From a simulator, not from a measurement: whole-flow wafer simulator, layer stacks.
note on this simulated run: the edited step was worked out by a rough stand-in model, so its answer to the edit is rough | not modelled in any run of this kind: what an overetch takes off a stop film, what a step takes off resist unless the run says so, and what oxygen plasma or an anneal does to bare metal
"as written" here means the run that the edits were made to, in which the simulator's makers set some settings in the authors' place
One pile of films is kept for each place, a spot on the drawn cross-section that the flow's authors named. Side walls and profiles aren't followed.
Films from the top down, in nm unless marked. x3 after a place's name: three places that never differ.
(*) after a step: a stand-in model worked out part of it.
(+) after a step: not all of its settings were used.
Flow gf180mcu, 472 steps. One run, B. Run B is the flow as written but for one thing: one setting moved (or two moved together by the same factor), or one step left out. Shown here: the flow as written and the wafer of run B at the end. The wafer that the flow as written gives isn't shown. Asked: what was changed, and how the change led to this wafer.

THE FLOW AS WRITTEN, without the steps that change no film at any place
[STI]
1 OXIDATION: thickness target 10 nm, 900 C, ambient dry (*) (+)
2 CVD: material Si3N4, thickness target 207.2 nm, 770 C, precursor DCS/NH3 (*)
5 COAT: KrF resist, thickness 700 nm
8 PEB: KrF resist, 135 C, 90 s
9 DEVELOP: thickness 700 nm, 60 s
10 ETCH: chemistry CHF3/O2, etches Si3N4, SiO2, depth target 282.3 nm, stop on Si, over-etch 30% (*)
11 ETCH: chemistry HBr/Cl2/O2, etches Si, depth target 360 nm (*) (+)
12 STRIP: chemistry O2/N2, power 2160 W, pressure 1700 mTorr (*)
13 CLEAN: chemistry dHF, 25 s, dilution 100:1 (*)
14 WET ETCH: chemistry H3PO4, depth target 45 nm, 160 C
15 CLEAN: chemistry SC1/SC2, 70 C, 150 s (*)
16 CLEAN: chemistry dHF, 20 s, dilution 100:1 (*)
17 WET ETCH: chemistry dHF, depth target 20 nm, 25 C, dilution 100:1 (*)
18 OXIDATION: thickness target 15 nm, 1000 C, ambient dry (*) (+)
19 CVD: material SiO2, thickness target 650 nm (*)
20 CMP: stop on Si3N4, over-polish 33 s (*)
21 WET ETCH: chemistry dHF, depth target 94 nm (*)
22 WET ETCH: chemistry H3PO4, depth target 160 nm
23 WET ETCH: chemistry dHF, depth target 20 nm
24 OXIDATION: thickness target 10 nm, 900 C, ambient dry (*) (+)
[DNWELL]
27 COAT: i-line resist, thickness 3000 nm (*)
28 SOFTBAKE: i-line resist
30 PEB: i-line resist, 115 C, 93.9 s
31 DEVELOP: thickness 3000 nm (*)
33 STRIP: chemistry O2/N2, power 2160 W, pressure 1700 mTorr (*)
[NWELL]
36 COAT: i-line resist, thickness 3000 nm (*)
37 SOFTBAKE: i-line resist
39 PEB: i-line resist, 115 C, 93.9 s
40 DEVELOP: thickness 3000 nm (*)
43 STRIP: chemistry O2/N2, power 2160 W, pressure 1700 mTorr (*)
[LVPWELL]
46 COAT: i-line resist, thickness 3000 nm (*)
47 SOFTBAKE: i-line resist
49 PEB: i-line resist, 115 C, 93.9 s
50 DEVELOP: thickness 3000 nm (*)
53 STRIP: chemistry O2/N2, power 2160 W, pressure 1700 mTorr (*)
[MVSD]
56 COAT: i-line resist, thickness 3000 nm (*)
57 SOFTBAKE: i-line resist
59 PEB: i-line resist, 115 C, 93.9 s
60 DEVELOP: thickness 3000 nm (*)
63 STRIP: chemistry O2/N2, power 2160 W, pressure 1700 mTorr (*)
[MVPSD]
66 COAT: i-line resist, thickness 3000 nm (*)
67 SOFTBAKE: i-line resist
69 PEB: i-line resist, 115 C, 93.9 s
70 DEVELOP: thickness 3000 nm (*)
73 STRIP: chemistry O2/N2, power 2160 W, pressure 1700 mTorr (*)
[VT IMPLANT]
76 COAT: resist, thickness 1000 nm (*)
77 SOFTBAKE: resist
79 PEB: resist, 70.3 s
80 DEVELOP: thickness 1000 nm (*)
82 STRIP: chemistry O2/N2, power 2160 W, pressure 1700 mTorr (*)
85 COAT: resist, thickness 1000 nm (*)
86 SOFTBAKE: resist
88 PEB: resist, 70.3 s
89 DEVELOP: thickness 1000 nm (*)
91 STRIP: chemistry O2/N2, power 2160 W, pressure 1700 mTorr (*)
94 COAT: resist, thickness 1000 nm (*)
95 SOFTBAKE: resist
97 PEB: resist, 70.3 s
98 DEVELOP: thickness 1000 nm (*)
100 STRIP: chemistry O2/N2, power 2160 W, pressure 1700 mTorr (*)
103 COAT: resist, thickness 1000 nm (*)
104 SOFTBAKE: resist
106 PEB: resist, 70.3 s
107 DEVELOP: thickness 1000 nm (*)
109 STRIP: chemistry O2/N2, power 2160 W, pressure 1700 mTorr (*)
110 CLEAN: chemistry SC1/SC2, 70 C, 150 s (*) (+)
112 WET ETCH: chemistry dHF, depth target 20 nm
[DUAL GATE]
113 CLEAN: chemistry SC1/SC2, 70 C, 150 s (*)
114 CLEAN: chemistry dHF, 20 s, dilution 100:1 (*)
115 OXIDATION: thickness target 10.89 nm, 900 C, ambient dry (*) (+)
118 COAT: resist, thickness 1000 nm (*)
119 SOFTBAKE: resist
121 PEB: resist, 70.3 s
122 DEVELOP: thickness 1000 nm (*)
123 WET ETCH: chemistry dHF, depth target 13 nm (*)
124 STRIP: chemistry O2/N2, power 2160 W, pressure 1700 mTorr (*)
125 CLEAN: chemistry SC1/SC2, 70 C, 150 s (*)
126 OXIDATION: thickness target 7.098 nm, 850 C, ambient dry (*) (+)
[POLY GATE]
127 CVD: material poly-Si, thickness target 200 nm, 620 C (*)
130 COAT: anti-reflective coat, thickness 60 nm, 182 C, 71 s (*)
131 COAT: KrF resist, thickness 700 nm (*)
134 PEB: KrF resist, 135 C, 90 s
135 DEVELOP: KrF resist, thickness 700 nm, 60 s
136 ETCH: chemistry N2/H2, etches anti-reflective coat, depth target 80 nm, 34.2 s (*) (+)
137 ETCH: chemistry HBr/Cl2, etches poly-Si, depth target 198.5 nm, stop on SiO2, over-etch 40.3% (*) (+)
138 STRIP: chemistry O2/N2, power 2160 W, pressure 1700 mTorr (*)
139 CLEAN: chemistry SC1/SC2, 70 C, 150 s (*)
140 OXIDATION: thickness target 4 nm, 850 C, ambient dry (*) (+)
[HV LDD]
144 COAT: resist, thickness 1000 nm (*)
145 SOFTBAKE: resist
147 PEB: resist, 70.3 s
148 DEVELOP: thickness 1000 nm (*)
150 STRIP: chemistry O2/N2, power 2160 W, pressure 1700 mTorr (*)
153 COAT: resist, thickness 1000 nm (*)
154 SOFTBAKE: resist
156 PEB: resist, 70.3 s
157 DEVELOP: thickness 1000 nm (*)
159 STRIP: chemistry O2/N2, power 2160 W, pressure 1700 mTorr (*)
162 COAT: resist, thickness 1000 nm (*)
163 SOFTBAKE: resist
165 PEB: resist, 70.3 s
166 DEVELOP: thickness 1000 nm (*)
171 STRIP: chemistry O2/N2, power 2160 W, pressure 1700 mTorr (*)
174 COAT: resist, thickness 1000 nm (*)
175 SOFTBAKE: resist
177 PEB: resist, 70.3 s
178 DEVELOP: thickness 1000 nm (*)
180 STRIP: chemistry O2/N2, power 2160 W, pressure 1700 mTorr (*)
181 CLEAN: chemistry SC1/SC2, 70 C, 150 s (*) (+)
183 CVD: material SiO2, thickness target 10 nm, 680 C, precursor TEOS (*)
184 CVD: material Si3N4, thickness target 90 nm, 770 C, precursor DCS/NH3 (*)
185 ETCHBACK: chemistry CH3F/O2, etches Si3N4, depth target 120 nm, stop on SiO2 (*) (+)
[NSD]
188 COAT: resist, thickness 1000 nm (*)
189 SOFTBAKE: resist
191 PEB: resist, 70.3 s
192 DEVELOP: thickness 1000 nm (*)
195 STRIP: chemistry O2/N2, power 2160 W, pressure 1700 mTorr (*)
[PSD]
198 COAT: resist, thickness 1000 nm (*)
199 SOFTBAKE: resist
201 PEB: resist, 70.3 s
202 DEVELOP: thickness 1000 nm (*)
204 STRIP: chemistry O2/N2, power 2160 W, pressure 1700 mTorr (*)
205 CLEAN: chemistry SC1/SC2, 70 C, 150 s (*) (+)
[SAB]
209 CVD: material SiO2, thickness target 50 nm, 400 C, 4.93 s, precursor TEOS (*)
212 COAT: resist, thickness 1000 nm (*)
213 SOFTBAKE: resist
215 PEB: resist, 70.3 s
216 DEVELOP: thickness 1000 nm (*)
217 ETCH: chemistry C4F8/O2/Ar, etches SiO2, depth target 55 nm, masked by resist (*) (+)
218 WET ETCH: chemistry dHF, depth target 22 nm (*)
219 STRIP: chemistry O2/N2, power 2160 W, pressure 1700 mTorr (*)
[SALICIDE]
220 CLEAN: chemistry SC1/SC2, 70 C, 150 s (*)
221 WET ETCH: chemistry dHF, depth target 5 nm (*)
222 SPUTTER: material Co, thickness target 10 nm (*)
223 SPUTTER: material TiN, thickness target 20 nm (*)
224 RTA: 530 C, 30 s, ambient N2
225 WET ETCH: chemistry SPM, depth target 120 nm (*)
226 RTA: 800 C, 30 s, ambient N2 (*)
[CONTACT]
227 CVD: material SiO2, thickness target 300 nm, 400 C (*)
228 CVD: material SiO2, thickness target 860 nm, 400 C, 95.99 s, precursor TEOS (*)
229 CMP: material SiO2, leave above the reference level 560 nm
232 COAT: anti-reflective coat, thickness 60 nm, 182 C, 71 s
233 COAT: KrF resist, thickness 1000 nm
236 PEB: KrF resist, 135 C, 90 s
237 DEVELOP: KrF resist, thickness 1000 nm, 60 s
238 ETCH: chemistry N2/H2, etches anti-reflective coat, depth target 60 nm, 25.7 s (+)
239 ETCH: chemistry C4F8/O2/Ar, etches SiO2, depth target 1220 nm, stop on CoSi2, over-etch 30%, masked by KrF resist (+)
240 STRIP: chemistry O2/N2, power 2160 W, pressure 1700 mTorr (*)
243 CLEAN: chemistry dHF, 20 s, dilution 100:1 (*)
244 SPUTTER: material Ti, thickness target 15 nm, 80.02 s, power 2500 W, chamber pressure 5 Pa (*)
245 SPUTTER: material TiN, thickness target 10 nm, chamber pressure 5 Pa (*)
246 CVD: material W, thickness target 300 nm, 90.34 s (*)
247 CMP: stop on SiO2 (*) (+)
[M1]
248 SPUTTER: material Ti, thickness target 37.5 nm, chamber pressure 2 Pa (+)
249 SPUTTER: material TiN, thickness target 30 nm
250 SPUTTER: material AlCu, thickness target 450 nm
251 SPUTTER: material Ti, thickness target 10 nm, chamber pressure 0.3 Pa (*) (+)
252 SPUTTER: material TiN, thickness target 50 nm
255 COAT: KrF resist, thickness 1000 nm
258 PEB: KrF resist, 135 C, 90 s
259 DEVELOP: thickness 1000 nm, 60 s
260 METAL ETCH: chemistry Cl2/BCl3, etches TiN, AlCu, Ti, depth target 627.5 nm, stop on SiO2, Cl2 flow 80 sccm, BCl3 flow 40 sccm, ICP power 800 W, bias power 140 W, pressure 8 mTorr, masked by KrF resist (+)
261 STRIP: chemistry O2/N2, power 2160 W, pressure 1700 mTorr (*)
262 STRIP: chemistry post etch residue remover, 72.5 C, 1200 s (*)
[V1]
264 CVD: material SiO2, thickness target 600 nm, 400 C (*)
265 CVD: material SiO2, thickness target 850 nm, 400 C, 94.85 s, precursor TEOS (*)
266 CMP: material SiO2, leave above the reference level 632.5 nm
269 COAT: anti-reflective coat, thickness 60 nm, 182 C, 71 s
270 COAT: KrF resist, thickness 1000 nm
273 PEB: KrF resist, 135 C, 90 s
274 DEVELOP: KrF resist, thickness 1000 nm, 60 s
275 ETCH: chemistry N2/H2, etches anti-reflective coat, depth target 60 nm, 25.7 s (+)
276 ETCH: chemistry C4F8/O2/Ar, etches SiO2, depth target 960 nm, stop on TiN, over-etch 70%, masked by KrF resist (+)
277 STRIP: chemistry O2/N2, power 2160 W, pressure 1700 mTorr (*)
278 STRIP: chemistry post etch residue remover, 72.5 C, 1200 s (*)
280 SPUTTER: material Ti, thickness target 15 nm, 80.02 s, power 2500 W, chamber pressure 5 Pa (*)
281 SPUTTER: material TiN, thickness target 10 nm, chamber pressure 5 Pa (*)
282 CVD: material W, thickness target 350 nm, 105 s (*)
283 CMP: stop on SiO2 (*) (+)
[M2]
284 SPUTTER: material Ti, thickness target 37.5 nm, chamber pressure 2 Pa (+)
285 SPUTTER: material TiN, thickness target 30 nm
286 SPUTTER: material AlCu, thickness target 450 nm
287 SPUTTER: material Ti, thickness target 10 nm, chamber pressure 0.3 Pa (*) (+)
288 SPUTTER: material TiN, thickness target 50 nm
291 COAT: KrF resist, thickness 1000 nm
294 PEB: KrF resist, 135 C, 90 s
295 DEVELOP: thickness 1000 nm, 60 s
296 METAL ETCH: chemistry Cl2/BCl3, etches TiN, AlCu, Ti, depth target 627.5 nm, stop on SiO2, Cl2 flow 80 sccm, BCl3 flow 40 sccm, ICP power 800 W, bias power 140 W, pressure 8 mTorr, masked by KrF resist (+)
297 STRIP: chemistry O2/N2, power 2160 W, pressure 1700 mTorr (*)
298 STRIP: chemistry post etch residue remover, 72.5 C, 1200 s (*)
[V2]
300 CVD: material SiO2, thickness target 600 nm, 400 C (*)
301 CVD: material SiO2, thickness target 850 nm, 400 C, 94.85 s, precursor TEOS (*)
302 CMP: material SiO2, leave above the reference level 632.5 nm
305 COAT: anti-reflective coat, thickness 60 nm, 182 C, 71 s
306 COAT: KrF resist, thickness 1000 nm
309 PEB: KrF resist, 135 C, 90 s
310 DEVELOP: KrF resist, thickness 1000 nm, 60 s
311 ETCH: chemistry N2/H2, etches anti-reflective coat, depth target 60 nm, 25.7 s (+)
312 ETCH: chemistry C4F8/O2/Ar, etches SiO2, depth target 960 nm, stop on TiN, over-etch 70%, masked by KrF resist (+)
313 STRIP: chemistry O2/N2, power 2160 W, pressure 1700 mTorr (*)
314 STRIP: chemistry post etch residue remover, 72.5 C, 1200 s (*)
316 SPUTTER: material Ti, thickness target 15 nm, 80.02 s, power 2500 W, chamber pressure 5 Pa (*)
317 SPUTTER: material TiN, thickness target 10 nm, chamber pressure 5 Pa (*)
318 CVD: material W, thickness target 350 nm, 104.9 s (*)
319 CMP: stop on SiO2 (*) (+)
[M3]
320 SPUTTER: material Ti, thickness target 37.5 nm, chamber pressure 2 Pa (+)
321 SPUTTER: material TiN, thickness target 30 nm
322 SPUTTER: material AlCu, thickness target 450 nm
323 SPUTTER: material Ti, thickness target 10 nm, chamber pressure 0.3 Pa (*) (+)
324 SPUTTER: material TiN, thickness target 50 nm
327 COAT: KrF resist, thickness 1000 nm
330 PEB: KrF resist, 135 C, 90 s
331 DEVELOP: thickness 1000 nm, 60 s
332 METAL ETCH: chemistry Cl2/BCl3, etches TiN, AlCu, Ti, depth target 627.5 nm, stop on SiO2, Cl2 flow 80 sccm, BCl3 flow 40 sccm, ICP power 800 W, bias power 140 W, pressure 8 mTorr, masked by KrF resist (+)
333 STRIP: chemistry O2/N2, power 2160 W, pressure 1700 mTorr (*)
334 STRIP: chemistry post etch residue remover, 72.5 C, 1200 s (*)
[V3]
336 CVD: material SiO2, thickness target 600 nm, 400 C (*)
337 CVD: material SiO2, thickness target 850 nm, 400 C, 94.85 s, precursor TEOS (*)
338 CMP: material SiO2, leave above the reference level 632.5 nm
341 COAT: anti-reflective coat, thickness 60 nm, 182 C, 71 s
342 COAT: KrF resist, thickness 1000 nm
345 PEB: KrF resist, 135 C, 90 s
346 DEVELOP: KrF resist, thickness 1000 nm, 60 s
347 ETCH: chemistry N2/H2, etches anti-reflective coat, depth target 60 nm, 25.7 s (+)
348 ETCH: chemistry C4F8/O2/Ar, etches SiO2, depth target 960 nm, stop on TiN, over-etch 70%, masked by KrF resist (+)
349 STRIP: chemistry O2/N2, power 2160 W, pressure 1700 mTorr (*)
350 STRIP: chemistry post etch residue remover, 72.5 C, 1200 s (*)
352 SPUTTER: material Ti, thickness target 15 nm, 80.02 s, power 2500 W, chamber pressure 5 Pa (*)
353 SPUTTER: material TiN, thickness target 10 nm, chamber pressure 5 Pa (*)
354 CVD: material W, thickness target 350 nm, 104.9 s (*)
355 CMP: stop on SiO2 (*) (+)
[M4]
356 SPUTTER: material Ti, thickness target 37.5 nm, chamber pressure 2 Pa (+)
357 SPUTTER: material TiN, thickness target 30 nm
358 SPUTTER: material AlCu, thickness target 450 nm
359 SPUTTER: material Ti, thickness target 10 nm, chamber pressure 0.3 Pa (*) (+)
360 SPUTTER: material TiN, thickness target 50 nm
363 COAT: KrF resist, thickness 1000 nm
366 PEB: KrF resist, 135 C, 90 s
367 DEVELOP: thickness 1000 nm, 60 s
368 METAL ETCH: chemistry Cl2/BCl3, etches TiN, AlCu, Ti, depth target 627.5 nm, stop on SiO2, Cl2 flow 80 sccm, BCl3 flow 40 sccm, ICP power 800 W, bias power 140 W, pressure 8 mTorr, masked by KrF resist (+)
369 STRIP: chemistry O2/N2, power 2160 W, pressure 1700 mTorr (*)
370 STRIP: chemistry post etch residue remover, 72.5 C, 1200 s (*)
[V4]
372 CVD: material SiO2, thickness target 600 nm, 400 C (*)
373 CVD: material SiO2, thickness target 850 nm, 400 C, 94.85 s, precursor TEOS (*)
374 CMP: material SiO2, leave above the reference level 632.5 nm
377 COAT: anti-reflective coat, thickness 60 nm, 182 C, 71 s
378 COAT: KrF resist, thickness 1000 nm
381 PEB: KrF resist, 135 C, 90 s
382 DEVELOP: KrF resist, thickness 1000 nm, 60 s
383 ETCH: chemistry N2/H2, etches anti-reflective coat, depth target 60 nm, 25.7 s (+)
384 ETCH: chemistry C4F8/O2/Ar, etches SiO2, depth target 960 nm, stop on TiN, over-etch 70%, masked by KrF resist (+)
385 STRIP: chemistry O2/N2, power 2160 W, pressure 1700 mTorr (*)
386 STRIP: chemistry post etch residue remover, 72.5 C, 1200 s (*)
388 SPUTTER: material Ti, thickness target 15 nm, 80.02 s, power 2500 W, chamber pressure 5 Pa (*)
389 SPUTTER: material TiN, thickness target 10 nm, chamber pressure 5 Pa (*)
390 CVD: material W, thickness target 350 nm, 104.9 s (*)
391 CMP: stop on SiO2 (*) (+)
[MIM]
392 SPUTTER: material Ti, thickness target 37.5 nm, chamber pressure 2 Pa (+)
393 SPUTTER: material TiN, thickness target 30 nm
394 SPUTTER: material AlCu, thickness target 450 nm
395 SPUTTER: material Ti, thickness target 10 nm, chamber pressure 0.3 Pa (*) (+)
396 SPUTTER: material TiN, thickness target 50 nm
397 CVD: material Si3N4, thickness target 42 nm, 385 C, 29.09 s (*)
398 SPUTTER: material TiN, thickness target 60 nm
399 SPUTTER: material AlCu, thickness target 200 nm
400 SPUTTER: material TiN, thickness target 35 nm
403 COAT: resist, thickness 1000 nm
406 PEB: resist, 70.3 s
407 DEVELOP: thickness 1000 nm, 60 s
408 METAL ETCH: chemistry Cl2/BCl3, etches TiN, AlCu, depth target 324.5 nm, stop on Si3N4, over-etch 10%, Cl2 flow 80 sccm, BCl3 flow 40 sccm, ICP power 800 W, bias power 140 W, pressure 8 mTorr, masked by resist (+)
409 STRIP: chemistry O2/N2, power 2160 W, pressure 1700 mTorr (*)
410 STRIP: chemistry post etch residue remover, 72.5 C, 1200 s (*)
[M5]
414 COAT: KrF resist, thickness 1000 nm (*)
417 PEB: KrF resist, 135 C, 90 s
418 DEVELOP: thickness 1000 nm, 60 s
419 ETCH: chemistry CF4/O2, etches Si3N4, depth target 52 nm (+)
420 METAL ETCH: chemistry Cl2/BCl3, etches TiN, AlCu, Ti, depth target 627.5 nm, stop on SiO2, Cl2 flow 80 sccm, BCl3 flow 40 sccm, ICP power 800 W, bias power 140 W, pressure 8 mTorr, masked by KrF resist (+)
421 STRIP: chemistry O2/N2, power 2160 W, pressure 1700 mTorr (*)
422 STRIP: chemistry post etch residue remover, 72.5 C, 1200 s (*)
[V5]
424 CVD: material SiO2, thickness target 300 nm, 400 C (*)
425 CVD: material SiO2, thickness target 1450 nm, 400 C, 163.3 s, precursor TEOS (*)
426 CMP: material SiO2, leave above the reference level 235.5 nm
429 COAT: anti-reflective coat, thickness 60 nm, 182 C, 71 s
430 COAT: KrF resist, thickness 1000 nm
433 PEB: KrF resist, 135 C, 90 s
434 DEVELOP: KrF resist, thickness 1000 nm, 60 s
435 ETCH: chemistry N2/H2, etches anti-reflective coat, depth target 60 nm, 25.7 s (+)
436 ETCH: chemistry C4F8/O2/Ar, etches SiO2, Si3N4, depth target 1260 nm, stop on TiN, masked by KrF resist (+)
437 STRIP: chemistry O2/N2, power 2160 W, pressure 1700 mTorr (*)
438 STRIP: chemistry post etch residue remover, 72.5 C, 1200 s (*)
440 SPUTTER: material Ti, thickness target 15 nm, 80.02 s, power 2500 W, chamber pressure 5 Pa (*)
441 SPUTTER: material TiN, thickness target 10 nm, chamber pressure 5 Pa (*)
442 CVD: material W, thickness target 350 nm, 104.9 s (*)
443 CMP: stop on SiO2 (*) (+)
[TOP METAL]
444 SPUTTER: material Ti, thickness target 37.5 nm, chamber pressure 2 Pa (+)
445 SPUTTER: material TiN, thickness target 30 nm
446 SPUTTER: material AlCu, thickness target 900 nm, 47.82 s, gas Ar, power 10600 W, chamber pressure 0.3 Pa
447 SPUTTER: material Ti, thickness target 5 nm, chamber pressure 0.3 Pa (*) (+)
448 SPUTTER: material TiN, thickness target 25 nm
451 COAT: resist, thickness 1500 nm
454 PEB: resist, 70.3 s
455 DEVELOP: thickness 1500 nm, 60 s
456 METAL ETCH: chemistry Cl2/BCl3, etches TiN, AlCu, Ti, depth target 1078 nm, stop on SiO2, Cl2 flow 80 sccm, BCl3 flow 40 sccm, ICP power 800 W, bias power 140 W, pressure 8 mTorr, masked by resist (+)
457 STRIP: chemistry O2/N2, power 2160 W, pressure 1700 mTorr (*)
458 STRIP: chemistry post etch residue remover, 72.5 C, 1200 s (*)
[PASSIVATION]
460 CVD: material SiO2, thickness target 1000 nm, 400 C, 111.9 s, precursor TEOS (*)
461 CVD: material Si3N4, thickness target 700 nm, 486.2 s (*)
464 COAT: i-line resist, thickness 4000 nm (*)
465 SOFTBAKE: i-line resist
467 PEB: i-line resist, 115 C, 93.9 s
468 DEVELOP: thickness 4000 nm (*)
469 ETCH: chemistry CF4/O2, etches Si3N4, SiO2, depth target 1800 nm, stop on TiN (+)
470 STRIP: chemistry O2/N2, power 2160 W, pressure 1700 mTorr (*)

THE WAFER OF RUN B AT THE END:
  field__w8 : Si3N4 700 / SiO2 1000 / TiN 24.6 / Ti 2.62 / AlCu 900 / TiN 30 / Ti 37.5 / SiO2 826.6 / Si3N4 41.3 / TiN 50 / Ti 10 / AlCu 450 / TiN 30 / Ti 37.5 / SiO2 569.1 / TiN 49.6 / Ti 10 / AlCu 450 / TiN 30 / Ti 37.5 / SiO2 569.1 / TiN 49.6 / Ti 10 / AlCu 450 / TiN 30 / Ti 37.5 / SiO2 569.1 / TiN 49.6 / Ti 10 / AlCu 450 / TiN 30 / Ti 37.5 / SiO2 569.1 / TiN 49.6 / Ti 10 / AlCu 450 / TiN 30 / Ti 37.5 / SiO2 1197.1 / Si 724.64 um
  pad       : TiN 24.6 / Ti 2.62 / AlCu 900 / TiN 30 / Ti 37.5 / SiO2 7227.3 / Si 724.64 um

The cause: step 447, SPUTTER: thickness target 2.62 nm was run, where the flow has thickness target 5 nm.
It can be read off the wafer: field__w8 has Ti 2.62, and step 447 as written asks for 5 nm.

How the change led to this, step by step:
  447 SPUTTER: material Ti, thickness target 5 nm, chamber pressure 0.3 Pa (*) (+)
      field, field__w1, field__w2 and 109 more: Ti +2.62 (new film) (as written it would be: Ti +5 (new film))
  456 METAL ETCH: chemistry Cl2/BCl3, etches TiN, AlCu, Ti, depth target 1078 nm, stop on SiO2, Cl2 flow 80 sccm, BCl3 flow 40 sccm, ICP power 800 W, bias power 140 W, pressure 8 mTorr, masked by resist (+)
      field, field__w1, field__w2 and 103 more: TiN -25 (all of it), Ti -2.62 (all of it), AlCu -900 (all of it), TiN -30 (all of it), Ti -37.5 (all of it) (as written it would be: TiN -25 (all of it), Ti -5 (all of it), AlCu -900 (all of it), TiN -30 (all of it), Ti -37.5 (all of it))
